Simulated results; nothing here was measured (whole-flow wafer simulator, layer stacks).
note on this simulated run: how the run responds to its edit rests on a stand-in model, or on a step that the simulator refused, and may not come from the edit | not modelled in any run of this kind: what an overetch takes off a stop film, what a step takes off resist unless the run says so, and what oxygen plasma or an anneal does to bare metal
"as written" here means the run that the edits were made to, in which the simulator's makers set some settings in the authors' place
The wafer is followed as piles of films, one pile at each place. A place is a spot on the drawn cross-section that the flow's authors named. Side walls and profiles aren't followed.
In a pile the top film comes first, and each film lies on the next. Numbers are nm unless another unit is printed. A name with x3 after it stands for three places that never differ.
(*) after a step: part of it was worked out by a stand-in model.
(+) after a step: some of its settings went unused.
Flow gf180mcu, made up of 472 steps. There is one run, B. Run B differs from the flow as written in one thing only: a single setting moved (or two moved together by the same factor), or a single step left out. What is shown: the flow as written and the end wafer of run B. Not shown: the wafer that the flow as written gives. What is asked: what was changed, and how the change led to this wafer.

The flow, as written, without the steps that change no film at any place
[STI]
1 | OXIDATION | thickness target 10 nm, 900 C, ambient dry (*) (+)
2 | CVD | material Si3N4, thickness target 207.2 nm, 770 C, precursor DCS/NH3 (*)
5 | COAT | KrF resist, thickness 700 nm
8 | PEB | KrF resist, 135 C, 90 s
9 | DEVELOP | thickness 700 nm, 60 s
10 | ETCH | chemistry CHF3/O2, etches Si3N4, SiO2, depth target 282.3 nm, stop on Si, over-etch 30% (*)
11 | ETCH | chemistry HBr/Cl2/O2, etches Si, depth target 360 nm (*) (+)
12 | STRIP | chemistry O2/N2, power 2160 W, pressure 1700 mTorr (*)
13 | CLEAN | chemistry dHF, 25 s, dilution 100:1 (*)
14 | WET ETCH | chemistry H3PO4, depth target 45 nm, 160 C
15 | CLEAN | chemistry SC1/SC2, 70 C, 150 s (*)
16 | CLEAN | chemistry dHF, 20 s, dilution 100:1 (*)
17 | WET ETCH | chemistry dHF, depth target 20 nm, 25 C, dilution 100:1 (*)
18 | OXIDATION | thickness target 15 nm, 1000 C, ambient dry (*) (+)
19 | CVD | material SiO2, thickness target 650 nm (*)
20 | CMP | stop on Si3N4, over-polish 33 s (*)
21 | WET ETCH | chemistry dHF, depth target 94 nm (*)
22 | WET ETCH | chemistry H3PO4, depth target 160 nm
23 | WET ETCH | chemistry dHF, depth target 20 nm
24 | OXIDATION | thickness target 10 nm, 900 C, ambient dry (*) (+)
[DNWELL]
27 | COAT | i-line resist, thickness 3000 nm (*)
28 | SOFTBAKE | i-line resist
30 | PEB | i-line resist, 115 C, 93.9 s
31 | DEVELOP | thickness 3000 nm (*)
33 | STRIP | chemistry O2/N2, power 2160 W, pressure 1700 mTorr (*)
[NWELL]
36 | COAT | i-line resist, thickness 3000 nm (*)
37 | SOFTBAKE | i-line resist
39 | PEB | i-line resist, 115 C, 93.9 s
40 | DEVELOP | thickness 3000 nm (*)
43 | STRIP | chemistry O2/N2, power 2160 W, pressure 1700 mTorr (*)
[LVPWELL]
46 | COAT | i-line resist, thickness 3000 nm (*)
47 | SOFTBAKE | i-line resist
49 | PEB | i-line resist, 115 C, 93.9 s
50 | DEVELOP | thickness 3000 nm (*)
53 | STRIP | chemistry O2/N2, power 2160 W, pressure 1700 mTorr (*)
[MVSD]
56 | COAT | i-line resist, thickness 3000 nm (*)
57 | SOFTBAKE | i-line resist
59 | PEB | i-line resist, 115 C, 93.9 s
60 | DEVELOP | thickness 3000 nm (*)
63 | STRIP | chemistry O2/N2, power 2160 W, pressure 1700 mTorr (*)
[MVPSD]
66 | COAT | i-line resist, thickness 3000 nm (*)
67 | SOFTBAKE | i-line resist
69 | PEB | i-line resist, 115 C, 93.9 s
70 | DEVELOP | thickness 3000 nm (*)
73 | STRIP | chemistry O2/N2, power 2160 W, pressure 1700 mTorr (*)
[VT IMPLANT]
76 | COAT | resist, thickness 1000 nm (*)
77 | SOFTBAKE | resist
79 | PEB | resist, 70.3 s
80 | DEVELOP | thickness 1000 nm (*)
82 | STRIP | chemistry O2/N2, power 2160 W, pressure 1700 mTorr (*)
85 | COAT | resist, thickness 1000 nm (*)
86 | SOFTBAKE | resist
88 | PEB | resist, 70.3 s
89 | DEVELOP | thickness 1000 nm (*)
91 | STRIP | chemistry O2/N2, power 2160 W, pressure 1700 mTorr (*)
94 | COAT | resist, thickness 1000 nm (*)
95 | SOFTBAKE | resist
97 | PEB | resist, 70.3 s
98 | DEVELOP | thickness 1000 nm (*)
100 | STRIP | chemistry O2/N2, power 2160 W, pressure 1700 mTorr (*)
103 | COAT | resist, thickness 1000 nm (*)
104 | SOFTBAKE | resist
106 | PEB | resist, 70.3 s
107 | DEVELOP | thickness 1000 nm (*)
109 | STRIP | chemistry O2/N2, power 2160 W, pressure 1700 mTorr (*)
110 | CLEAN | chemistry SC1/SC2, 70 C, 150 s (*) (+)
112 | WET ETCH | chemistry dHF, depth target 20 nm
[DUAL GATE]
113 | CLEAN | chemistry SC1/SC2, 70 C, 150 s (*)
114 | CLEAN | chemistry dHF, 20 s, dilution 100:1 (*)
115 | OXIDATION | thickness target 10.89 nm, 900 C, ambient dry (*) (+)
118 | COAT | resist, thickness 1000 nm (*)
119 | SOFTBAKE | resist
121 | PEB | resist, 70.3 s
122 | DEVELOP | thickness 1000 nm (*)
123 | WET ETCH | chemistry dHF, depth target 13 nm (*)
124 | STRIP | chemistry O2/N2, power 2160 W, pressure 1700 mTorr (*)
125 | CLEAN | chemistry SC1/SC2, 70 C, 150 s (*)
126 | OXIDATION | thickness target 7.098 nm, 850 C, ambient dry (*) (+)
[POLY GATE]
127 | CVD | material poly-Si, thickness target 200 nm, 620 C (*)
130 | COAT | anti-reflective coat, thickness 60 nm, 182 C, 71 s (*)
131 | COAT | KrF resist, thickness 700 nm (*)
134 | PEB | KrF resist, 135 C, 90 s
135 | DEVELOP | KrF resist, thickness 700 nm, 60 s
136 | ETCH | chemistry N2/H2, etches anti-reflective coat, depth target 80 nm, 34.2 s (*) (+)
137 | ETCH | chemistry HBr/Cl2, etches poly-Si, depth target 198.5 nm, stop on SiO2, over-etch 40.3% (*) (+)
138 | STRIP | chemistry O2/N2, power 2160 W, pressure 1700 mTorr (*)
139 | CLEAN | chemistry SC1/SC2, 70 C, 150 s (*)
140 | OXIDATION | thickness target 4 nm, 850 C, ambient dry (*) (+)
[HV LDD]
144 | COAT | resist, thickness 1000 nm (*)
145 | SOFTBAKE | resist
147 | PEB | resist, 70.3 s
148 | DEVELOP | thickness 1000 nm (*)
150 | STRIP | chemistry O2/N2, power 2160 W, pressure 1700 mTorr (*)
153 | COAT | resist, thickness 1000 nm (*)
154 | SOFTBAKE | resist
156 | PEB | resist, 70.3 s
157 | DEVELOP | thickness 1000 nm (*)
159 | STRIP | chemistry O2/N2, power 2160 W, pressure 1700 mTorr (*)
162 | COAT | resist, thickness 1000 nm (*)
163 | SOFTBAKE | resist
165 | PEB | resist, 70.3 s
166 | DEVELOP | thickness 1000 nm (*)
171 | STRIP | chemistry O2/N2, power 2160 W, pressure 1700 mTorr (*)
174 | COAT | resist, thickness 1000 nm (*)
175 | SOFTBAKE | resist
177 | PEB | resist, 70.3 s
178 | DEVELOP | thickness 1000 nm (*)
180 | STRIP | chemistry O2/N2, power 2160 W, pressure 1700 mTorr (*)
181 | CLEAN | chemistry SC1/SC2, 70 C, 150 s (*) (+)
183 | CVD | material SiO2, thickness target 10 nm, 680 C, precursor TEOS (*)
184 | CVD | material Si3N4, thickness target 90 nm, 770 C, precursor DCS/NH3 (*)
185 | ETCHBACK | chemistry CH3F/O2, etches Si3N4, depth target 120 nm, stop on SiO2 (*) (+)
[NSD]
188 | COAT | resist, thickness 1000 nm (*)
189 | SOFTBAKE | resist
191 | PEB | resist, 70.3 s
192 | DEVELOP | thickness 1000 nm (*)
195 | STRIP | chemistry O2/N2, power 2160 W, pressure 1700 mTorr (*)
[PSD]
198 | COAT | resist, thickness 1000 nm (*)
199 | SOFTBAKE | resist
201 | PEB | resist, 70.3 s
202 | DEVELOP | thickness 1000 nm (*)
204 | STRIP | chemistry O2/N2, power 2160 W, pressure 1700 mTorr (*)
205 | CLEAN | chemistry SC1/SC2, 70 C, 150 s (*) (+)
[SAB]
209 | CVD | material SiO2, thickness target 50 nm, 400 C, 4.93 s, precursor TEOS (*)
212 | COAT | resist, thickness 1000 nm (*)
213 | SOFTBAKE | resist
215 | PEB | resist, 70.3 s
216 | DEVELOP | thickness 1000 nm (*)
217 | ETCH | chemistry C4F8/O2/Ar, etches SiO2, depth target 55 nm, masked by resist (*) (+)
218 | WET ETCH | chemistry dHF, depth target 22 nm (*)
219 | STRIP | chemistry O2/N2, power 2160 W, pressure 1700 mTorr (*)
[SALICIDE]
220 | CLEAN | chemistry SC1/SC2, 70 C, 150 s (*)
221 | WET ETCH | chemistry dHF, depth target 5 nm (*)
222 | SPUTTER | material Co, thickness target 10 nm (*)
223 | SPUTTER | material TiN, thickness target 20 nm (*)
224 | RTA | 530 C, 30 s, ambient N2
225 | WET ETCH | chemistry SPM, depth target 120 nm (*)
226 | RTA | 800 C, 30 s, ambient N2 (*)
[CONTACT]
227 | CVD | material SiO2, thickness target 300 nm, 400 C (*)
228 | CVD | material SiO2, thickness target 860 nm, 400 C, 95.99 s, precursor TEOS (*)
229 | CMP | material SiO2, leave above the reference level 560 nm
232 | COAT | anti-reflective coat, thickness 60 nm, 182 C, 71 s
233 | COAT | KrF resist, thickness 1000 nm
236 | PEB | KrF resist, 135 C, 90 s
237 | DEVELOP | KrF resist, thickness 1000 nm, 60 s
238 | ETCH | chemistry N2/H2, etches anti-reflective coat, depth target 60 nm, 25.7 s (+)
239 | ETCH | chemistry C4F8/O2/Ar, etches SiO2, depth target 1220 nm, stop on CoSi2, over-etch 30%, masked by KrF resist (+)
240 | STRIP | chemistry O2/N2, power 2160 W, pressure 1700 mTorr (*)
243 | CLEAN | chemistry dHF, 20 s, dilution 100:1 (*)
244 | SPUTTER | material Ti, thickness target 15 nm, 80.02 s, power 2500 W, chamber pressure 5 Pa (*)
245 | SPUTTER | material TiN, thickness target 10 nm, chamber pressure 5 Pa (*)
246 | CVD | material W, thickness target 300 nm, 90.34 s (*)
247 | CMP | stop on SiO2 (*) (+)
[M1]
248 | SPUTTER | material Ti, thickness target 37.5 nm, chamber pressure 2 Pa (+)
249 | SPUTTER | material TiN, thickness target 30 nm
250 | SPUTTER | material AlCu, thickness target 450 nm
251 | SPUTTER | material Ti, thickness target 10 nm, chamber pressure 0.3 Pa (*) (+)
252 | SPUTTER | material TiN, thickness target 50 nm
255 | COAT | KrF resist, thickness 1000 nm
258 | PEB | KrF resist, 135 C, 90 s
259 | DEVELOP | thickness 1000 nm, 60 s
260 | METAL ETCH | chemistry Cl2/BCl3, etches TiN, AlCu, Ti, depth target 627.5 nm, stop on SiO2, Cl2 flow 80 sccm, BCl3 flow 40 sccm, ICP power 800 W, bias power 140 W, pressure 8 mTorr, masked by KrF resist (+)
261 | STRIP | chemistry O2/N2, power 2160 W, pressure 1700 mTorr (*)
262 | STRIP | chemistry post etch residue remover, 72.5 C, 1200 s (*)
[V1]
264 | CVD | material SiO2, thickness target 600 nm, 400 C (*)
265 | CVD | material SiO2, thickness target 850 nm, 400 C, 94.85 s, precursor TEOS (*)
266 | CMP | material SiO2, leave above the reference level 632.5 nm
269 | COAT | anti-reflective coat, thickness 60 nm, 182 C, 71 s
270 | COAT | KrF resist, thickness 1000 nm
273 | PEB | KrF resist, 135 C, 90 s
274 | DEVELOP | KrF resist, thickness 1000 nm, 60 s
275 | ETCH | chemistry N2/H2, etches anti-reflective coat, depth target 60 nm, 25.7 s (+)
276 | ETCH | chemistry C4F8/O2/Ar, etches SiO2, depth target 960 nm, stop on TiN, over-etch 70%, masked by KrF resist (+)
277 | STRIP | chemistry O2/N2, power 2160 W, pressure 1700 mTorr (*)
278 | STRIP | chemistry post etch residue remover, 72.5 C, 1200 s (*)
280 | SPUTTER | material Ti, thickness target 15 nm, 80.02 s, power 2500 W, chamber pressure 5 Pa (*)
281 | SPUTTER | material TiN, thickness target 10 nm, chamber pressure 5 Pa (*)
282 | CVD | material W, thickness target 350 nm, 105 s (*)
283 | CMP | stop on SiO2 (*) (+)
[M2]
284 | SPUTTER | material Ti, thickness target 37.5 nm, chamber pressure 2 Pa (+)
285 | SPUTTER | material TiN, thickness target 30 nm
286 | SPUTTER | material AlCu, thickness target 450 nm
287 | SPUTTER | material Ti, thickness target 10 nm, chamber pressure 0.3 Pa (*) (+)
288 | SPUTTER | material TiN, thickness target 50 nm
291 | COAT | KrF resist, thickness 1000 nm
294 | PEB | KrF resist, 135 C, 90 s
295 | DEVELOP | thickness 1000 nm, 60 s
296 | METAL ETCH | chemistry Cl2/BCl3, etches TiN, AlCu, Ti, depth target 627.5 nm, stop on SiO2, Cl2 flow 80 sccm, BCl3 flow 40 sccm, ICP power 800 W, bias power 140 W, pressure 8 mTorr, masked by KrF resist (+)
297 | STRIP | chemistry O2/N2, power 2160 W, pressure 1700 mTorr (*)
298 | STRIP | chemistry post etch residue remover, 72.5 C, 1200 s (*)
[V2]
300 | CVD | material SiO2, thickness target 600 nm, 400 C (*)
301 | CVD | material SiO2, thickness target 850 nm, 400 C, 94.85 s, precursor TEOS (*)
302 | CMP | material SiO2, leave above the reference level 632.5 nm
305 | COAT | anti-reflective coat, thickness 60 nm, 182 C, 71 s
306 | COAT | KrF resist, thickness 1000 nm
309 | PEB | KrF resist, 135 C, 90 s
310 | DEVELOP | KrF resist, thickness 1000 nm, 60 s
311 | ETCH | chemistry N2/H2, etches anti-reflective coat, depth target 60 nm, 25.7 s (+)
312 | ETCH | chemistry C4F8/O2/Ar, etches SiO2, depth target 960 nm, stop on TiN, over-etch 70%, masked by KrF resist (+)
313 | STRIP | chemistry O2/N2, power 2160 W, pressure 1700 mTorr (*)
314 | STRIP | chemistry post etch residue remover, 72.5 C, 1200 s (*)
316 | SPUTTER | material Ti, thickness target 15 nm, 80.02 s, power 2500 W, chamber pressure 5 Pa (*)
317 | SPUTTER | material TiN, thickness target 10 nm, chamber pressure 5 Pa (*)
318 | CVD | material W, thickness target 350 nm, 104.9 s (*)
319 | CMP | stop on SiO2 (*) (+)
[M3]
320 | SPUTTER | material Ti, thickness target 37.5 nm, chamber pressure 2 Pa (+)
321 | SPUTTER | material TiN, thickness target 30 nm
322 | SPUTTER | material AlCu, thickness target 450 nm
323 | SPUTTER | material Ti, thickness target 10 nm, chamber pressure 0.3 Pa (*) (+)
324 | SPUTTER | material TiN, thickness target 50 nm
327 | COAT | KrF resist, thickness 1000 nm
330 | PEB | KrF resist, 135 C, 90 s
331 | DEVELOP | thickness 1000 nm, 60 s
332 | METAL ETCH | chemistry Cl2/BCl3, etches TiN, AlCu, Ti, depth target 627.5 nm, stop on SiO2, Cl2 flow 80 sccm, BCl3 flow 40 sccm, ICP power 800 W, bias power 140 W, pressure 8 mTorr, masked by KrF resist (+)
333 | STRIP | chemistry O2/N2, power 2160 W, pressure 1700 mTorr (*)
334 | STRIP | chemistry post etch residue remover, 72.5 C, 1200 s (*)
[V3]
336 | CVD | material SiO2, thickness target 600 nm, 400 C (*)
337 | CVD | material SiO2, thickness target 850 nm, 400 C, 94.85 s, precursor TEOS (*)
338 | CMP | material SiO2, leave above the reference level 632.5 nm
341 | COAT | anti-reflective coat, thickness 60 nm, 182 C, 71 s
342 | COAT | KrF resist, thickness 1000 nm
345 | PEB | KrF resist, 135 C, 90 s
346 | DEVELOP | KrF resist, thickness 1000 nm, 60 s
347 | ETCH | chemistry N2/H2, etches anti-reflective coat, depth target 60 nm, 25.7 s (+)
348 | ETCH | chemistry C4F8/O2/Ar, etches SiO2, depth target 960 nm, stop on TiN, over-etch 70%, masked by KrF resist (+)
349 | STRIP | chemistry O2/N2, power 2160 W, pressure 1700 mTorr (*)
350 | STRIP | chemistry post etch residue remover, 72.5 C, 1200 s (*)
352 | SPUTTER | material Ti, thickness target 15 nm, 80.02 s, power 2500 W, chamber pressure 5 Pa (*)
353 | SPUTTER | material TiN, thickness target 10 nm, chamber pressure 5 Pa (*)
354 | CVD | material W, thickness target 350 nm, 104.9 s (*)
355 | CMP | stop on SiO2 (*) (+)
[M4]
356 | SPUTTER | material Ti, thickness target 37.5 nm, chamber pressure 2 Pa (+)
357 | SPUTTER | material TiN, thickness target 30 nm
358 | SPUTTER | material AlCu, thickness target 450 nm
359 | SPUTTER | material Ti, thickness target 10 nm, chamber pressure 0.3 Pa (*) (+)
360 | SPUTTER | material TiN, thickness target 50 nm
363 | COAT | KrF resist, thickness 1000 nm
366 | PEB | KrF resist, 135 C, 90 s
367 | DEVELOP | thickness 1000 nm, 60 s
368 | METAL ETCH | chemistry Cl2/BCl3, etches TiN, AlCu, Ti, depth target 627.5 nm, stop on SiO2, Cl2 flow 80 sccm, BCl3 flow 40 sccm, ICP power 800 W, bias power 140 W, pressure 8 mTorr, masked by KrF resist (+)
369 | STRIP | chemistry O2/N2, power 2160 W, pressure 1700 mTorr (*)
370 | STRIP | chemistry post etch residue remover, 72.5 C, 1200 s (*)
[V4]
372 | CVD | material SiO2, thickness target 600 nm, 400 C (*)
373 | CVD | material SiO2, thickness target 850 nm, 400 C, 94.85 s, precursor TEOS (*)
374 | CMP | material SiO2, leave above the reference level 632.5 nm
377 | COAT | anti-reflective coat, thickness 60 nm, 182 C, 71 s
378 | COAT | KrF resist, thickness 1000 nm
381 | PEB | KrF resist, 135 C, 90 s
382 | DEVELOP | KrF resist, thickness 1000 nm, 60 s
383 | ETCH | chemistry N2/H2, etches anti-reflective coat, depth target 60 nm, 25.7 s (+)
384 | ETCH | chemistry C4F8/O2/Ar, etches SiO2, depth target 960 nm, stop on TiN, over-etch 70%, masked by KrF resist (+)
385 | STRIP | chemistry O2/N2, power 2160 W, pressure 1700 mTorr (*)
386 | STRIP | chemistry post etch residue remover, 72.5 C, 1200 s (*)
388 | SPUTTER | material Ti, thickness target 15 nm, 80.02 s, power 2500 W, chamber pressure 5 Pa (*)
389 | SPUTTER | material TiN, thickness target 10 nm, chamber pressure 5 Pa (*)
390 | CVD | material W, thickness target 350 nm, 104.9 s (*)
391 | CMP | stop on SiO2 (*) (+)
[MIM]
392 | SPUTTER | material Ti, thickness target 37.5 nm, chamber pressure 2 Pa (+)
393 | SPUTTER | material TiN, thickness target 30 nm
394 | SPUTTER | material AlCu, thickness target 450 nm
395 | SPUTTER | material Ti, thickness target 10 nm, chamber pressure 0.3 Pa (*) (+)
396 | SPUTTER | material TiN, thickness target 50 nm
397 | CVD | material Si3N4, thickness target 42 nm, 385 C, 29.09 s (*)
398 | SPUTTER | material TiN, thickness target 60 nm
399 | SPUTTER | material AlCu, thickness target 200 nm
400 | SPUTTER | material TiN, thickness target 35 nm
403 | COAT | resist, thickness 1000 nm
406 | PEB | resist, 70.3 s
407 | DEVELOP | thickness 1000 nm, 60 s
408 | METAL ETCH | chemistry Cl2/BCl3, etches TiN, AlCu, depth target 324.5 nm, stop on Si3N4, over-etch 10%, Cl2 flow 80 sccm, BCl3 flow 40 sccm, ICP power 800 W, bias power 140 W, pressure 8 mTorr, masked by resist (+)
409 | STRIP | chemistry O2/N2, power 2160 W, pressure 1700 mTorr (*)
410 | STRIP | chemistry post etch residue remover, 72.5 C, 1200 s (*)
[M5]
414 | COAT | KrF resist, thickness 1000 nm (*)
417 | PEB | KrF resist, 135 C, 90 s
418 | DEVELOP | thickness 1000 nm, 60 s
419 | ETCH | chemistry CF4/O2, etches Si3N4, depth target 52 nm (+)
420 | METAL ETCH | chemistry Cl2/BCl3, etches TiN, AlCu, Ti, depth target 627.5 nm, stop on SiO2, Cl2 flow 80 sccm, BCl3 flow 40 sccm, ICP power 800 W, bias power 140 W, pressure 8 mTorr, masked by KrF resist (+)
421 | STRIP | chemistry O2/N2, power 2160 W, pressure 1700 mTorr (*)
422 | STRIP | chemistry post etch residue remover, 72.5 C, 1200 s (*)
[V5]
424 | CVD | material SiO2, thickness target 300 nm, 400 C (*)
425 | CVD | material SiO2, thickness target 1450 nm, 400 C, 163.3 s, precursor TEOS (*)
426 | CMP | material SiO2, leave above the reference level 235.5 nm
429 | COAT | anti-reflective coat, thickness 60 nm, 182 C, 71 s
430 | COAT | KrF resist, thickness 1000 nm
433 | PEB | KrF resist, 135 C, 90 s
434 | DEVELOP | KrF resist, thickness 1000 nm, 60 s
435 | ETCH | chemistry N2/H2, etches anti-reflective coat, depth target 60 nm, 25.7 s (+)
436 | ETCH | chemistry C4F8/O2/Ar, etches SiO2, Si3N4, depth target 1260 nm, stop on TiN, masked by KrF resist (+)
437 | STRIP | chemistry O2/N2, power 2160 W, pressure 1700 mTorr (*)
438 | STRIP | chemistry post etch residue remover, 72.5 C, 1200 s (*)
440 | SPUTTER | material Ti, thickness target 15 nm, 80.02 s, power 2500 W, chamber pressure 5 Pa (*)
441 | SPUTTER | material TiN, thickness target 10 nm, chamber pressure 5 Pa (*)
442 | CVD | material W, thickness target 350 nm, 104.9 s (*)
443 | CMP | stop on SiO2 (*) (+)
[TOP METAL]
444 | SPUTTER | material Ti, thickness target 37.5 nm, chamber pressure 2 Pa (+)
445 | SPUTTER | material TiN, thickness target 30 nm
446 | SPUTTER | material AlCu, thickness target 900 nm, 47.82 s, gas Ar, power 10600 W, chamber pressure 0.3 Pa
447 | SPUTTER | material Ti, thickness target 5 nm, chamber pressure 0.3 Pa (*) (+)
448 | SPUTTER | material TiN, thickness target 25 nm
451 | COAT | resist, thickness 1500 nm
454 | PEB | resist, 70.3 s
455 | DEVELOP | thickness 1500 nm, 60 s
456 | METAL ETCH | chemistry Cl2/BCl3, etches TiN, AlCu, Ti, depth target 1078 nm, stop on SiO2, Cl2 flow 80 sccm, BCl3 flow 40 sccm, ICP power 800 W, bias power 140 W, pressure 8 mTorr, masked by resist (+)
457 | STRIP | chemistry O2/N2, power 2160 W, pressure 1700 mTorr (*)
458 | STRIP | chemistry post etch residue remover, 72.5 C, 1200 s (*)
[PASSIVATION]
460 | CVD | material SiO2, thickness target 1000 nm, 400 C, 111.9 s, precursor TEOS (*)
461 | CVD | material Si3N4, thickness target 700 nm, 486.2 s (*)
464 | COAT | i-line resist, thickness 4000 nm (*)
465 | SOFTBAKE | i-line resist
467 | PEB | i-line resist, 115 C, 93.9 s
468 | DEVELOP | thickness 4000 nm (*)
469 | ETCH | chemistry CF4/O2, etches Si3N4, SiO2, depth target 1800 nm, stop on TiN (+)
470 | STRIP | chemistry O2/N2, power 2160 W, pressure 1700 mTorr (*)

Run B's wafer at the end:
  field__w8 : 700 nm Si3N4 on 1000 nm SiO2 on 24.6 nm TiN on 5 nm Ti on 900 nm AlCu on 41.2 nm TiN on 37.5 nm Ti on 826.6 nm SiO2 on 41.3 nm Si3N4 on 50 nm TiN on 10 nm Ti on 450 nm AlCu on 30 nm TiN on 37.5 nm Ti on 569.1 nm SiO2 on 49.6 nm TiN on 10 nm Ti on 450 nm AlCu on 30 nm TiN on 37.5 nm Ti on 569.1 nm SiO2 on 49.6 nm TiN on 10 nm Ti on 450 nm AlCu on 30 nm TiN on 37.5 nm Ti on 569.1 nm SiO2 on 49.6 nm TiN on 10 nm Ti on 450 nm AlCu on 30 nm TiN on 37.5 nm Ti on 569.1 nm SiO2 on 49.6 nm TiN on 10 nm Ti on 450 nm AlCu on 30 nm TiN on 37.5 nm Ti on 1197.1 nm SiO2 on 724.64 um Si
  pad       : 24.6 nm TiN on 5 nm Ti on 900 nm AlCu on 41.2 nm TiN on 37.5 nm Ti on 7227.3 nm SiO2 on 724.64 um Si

Cause: step 445, SPUTTER: thickness target 41.2 nm was run, while the flow as written has thickness target 30 nm.
The wafer lets one read it off: field__w8 has TiN 41.2, and step 445 as written asks for 30 nm.

How this came from the change, step by step:
  445 | SPUTTER | material TiN, thickness target 30 nm
      field, field__w1, field__w2 and 109 more: TiN gains 41.2 (new film) (in the flow as written it would be: TiN gains 30 (new film))
  456 | METAL ETCH | chemistry Cl2/BCl3, etches TiN, AlCu, Ti, depth target 1078 nm, stop on SiO2, Cl2 flow 80 sccm, BCl3 flow 40 sccm, ICP power 800 W, bias power 140 W, pressure 8 mTorr, masked by resist (+)
      field, field__w1, field__w2 and 103 more: TiN loses 25 (all of it), Ti loses 5 (all of it), AlCu loses 900 (all of it), TiN loses 41.2 (all of it), Ti loses 37.5 (all of it) (in the flow as written it would be: TiN loses 25 (all of it), Ti loses 5 (all of it), AlCu loses 900 (all of it), TiN loses 30 (all of it), Ti loses 37.5 (all of it))
  465 | SOFTBAKE | i-line resist
      gate: i-line resist loses 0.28 (in the flow as written it would be: i-line resist gains 1.79)
      field__w11, field__w13: i-line resist gains 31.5 (in the flow as written it would be: i-line resist gains 37.6)
      (as well as at 57 more places)
